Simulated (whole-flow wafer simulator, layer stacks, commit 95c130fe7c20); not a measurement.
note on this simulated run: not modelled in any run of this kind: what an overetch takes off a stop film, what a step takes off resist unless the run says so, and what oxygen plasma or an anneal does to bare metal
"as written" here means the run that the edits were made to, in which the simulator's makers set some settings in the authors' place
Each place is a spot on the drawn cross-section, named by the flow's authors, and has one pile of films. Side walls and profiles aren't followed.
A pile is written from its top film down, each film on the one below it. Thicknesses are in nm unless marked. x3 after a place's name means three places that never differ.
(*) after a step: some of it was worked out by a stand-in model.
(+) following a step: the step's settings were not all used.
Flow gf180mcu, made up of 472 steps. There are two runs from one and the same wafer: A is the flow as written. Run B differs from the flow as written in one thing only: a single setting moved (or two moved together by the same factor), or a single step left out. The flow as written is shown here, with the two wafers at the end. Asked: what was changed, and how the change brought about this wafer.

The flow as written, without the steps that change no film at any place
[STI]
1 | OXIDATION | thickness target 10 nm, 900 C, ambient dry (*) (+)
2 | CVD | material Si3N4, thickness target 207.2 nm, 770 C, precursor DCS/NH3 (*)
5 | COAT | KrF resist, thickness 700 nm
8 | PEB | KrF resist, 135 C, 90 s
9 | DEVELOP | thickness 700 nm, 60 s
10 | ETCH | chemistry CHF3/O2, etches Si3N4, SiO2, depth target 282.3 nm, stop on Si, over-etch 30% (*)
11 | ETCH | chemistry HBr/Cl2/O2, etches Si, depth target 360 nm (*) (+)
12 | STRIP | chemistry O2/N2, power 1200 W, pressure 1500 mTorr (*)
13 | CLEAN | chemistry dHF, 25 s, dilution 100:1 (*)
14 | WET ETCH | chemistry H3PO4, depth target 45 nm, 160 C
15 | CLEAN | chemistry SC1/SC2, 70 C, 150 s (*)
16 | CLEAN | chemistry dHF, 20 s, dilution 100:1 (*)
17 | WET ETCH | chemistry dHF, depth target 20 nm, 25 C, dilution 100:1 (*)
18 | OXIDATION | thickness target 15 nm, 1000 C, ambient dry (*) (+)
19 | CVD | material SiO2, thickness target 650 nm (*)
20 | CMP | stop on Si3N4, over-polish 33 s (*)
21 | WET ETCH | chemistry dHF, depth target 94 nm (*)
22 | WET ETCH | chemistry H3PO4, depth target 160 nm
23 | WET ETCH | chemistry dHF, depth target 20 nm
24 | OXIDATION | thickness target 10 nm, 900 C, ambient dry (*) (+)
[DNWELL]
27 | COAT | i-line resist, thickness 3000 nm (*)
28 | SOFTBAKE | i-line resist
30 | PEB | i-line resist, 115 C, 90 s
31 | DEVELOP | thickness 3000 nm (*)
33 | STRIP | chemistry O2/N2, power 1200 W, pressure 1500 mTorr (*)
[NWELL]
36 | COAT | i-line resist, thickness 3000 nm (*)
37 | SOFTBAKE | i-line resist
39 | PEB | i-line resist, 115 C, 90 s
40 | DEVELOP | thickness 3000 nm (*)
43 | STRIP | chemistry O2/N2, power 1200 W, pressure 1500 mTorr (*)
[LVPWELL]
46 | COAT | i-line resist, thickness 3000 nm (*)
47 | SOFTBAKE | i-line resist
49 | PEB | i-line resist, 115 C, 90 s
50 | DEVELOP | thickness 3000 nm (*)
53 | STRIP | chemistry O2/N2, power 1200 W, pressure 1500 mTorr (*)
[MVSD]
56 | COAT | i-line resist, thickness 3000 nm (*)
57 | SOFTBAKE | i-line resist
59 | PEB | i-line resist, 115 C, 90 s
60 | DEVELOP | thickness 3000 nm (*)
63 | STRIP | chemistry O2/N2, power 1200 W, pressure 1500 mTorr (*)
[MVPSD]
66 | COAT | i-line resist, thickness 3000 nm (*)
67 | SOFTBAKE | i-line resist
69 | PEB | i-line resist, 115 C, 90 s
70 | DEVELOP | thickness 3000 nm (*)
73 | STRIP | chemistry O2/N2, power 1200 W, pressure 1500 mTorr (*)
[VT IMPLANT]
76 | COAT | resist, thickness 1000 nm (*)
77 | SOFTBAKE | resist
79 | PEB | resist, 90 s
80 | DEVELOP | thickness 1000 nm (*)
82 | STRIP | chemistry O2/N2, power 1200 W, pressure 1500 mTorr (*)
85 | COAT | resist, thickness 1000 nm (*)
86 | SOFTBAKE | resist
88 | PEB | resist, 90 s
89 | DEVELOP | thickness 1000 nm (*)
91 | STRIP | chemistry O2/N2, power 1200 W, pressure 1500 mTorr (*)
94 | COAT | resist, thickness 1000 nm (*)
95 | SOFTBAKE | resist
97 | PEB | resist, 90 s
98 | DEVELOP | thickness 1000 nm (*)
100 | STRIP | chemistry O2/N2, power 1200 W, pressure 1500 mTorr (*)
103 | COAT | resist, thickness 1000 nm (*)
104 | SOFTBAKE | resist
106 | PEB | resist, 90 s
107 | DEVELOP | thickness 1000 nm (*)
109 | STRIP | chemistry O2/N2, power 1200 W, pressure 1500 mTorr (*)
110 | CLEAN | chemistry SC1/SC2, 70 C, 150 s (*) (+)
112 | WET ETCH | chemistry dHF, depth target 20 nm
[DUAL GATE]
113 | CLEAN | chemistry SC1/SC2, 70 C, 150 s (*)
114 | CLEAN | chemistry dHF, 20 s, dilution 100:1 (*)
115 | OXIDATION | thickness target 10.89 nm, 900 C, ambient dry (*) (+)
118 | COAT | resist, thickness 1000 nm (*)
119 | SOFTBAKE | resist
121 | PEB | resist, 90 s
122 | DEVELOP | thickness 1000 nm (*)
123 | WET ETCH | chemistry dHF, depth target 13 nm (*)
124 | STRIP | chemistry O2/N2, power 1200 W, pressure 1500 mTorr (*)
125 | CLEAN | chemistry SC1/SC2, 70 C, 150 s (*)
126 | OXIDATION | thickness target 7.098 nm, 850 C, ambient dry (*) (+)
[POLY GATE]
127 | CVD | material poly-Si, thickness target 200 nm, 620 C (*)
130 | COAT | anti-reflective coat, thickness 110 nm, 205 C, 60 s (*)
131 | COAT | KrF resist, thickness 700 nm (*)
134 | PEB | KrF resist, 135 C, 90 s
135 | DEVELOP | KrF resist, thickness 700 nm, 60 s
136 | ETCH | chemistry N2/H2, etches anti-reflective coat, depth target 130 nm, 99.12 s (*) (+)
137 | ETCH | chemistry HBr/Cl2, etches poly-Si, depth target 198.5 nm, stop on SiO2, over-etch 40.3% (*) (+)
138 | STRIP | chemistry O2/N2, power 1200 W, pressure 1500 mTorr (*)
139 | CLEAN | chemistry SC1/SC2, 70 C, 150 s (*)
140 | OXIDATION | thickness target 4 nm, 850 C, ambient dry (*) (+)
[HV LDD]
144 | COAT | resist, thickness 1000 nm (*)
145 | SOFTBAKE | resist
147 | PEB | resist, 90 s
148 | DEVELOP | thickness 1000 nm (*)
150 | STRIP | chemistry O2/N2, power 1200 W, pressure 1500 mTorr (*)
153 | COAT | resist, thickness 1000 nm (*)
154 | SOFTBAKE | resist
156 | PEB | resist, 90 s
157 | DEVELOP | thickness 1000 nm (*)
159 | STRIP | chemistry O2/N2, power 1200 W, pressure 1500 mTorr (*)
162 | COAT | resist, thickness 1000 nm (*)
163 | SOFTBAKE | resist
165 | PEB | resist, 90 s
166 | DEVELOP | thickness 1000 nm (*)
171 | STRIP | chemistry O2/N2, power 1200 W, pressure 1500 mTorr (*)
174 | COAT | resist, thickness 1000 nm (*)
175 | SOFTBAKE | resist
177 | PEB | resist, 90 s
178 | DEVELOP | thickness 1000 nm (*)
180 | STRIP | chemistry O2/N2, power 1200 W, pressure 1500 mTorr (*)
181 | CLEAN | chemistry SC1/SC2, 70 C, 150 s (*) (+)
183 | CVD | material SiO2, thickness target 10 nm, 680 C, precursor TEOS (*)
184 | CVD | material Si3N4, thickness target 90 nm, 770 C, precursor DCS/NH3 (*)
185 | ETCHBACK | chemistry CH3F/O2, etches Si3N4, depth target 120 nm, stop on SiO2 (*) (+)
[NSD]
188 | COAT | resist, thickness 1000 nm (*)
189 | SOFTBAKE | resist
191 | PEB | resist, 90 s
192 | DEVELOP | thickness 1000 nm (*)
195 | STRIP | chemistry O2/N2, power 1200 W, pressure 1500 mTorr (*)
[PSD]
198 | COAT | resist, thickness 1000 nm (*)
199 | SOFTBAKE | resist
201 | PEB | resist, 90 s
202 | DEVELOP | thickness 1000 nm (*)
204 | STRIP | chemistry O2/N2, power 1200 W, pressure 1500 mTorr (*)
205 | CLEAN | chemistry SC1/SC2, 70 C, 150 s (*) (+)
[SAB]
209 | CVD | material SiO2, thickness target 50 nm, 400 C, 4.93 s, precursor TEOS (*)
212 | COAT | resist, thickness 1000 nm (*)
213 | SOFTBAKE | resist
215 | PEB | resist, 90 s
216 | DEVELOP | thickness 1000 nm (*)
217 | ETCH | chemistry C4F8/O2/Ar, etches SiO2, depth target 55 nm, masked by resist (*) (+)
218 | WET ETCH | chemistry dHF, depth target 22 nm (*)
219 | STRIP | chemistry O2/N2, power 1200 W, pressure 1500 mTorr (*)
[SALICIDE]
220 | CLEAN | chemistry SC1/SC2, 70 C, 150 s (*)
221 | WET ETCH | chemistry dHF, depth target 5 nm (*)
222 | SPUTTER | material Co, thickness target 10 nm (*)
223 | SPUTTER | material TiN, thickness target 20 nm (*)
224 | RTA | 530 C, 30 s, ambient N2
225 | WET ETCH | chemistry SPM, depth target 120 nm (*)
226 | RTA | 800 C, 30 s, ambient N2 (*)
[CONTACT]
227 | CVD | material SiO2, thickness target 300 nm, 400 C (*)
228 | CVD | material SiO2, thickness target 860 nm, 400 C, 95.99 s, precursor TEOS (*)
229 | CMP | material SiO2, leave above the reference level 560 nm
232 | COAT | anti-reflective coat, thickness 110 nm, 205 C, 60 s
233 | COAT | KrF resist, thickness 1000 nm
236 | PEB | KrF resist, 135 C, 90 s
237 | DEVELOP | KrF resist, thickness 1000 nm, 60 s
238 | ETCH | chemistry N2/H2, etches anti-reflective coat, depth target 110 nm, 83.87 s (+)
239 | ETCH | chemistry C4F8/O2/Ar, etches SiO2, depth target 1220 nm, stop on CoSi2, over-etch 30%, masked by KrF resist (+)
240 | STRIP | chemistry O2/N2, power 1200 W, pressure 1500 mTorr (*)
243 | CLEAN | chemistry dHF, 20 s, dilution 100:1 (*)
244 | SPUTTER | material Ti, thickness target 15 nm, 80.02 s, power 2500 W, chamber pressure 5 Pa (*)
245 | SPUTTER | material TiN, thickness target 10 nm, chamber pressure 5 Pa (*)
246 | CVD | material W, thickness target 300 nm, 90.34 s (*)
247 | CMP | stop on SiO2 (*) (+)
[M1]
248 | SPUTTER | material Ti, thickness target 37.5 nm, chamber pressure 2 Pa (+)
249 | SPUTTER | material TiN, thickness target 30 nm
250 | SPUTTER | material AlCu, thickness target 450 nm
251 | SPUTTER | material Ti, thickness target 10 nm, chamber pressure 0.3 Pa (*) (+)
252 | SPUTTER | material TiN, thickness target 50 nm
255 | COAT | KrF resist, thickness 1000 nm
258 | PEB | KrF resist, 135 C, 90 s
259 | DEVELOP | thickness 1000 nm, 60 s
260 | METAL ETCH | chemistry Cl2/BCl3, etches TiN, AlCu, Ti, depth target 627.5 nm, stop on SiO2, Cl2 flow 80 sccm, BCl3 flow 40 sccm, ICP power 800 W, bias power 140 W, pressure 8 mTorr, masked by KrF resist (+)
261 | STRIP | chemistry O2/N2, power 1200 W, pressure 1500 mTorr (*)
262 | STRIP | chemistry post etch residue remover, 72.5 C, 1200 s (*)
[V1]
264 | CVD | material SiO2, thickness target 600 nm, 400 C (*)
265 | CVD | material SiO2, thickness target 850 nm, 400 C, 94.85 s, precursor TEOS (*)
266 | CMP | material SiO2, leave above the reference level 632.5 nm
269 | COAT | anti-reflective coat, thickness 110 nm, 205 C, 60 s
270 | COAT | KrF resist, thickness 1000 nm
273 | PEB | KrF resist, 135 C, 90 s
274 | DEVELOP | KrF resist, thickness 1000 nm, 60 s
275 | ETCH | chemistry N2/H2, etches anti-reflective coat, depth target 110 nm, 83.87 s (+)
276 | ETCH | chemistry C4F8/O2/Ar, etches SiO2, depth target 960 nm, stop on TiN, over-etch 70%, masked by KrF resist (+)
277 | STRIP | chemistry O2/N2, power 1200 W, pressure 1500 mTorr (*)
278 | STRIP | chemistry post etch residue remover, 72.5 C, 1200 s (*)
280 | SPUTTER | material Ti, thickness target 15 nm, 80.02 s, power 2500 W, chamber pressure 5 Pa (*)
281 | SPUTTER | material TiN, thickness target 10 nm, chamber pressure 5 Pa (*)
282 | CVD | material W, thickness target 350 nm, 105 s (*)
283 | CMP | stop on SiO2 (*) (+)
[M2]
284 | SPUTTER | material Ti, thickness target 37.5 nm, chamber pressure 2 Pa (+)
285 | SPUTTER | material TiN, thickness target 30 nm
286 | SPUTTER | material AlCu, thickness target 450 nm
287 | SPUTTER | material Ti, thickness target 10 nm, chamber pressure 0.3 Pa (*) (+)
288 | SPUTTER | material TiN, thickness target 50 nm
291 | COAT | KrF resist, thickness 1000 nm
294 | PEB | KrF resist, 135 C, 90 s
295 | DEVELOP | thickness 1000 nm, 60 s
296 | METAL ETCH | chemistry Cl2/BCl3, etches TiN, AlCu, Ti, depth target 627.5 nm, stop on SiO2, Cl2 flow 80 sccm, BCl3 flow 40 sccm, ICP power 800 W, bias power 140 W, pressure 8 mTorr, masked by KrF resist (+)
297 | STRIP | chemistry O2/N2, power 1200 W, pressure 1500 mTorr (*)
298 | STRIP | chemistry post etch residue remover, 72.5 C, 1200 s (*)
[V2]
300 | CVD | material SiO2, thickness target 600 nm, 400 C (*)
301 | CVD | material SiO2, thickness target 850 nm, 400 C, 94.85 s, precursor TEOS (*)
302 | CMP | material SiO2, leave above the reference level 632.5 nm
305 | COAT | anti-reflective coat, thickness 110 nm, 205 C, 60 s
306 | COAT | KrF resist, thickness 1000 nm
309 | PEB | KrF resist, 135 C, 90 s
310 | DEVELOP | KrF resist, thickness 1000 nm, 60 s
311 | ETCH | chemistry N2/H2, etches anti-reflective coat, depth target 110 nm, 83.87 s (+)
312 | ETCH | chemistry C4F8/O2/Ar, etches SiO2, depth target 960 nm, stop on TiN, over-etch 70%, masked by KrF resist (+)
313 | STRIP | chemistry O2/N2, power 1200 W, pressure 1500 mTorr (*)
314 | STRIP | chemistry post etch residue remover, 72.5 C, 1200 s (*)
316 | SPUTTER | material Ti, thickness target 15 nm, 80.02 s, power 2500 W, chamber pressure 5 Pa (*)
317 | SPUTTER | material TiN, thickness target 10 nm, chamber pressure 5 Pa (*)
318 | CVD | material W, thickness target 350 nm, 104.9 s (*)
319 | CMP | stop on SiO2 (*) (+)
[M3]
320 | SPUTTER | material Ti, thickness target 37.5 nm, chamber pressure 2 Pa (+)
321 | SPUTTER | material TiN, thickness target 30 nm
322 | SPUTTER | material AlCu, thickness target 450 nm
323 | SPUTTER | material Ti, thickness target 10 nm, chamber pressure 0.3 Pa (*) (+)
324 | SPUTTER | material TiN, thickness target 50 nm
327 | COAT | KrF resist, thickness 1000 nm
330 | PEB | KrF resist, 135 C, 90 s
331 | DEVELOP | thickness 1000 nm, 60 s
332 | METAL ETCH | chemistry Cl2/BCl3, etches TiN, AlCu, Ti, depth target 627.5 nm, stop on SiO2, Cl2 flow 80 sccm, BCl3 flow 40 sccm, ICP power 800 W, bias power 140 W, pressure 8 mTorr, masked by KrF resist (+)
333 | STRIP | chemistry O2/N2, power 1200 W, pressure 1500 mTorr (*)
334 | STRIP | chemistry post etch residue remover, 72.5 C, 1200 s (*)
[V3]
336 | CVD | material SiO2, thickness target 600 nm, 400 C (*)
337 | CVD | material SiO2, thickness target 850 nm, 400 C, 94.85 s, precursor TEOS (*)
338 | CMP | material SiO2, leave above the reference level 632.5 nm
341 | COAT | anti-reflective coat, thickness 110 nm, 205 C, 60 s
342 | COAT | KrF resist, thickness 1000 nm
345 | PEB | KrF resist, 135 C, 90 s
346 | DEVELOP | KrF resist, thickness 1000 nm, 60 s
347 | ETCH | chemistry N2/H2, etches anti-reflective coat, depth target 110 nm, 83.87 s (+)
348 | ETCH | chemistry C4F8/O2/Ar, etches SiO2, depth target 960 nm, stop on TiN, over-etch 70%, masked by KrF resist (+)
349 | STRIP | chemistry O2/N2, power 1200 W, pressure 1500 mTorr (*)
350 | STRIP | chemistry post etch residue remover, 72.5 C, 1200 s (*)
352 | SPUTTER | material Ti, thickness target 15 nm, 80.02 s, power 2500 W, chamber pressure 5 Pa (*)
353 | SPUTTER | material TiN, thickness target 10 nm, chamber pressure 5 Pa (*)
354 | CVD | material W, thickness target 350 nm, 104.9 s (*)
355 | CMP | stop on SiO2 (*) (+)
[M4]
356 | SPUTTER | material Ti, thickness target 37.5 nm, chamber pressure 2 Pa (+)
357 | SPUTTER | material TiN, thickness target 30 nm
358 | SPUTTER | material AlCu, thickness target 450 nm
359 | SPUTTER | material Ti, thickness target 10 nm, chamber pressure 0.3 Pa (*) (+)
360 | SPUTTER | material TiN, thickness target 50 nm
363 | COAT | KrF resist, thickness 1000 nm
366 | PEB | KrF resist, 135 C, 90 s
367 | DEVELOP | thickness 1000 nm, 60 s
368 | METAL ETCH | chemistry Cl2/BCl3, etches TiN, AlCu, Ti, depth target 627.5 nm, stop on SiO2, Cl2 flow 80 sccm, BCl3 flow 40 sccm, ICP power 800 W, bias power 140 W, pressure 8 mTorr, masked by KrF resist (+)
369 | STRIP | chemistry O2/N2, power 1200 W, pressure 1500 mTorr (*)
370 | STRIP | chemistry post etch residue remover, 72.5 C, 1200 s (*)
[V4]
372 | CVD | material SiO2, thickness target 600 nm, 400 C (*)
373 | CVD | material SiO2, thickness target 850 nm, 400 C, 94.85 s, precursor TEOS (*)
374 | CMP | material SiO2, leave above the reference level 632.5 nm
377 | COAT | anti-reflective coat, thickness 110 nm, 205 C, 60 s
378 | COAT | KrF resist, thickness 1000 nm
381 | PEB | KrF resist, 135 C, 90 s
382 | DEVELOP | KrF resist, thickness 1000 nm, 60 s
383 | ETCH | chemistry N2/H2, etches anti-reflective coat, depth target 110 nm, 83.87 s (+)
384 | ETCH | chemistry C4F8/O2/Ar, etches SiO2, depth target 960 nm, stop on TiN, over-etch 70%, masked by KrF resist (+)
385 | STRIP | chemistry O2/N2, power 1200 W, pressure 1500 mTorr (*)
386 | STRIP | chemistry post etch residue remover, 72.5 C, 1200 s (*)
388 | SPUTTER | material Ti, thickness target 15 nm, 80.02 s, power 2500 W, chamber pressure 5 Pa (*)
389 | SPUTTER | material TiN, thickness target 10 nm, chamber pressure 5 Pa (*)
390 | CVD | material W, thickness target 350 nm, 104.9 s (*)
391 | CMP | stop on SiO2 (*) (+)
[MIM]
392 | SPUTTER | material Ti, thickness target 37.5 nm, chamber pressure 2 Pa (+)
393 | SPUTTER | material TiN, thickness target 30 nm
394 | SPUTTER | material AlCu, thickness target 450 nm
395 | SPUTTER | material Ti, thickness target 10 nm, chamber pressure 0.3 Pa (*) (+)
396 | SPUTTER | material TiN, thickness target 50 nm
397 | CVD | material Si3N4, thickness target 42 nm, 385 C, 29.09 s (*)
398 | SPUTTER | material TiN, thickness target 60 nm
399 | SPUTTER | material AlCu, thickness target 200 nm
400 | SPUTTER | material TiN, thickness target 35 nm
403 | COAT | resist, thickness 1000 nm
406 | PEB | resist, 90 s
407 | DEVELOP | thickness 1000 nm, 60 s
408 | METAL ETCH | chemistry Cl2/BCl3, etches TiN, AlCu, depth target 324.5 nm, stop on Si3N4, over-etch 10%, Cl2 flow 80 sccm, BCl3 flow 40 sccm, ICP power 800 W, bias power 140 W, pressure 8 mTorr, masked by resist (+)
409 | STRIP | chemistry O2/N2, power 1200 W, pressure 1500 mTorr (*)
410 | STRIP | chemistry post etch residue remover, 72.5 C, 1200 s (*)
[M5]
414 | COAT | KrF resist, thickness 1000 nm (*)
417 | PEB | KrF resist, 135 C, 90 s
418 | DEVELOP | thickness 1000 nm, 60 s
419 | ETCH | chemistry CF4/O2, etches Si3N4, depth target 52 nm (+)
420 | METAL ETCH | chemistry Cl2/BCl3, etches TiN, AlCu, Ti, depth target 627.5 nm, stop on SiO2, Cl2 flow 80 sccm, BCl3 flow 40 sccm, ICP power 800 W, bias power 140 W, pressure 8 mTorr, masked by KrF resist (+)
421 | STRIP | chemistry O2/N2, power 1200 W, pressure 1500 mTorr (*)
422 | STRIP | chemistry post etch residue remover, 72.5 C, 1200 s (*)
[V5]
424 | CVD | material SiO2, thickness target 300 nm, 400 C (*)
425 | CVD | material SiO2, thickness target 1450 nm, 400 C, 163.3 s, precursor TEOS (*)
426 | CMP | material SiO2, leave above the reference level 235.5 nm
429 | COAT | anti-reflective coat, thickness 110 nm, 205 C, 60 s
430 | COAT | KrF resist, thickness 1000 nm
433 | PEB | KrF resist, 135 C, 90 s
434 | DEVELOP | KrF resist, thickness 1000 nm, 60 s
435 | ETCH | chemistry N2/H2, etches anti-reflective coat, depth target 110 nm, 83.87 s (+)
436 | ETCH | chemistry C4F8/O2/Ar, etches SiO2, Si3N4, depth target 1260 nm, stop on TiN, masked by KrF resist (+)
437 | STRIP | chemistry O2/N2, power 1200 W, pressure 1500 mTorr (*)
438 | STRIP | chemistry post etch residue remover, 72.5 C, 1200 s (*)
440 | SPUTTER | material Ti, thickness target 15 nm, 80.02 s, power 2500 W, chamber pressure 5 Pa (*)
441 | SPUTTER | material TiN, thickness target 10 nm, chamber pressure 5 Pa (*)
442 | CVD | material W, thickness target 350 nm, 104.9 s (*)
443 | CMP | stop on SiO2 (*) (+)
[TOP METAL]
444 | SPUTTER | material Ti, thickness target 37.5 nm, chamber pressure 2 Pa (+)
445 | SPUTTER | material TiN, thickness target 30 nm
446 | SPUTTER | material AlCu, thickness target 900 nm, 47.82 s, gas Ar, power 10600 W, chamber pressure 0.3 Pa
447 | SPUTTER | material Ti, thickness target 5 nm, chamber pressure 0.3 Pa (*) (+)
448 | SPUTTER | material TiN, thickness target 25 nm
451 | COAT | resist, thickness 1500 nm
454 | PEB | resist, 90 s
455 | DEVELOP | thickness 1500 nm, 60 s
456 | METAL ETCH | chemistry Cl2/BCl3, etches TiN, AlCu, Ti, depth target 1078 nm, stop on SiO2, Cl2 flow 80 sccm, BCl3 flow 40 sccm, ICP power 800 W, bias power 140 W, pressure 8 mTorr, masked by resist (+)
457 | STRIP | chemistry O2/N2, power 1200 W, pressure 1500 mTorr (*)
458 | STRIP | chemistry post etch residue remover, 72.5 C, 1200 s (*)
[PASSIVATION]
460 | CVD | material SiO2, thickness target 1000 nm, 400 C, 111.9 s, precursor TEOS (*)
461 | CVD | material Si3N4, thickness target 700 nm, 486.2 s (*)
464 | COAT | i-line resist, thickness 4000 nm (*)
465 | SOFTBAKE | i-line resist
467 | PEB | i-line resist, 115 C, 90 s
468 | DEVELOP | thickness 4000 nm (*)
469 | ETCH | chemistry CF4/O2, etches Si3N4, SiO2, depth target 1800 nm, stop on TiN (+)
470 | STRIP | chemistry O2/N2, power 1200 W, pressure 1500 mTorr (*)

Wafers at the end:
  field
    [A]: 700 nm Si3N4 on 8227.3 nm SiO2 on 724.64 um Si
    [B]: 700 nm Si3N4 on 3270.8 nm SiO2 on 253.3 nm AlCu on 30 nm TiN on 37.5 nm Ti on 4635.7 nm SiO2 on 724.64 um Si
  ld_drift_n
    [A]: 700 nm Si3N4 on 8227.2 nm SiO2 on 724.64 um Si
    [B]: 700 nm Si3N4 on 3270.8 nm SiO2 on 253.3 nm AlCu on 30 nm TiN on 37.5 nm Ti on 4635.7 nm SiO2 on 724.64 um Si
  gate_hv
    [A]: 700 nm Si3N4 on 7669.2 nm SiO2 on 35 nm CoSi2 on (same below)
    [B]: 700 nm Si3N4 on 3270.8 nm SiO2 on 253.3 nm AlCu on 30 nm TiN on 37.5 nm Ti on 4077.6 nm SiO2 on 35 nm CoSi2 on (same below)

Cause: step 368, METAL ETCH: depth target 251 nm was run, though the flow has depth target 627.5 nm.

How this came from the change, step by step:
  368 | METAL ETCH | chemistry Cl2/BCl3, etches TiN, AlCu, Ti, depth target 627.5 nm, stop on SiO2, Cl2 flow 80 sccm, BCl3 flow 40 sccm, ICP power 800 W, bias power 140 W, pressure 8 mTorr, masked by KrF resist (+)
      field, field__w1, field__w2 and 103 more: A TiN loses 50 (all of it), Ti loses 10 (all of it), AlCu loses 450 (all of it), TiN loses 30 (all of it), Ti loses 37.5 (all of it) | B TiN loses 50 (all of it), Ti loses 10 (all of it), AlCu loses 191
      field__w8, contact, m1, m1__w1, m1_nw: A KrF resist loses 251 | B KrF resist loses 100.4
  369 | STRIP | chemistry O2/N2, power 1200 W, pressure 1500 mTorr (*)
      field__w8, contact, m1, m1__w1, m1_nw: A KrF resist loses 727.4 (all of it) | B KrF resist loses 878 (all of it)
  370 | STRIP | chemistry post etch residue remover, 72.5 C, 1200 s (*)
      field, field__w1, field__w2 and 103 more: A nothing | B AlCu loses 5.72
  372 | CVD | material SiO2, thickness target 600 nm, 400 C (*)
      field, field__w1, field__w2 and 103 more: A SiO2 gains 600 | B SiO2 gains 600 (new film)
  374 | CMP | material SiO2, leave above the reference level 632.5 nm
      field, field__w1, field__w2 and 103 more: A SiO2 loses 300 | B SiO2 loses 620.8
If metal films that touch count as one body, field has 1 body; the flow as written gives 0 bodies.
If metal films that touch count as one body, ld_drift_n has 1 body; the flow as written gives 0 bodies.
If metal films that touch count as one body, gate_hv has 2 bodies (between them, from the top down: SiO2 4077.6); the flow as written gives 1 body.
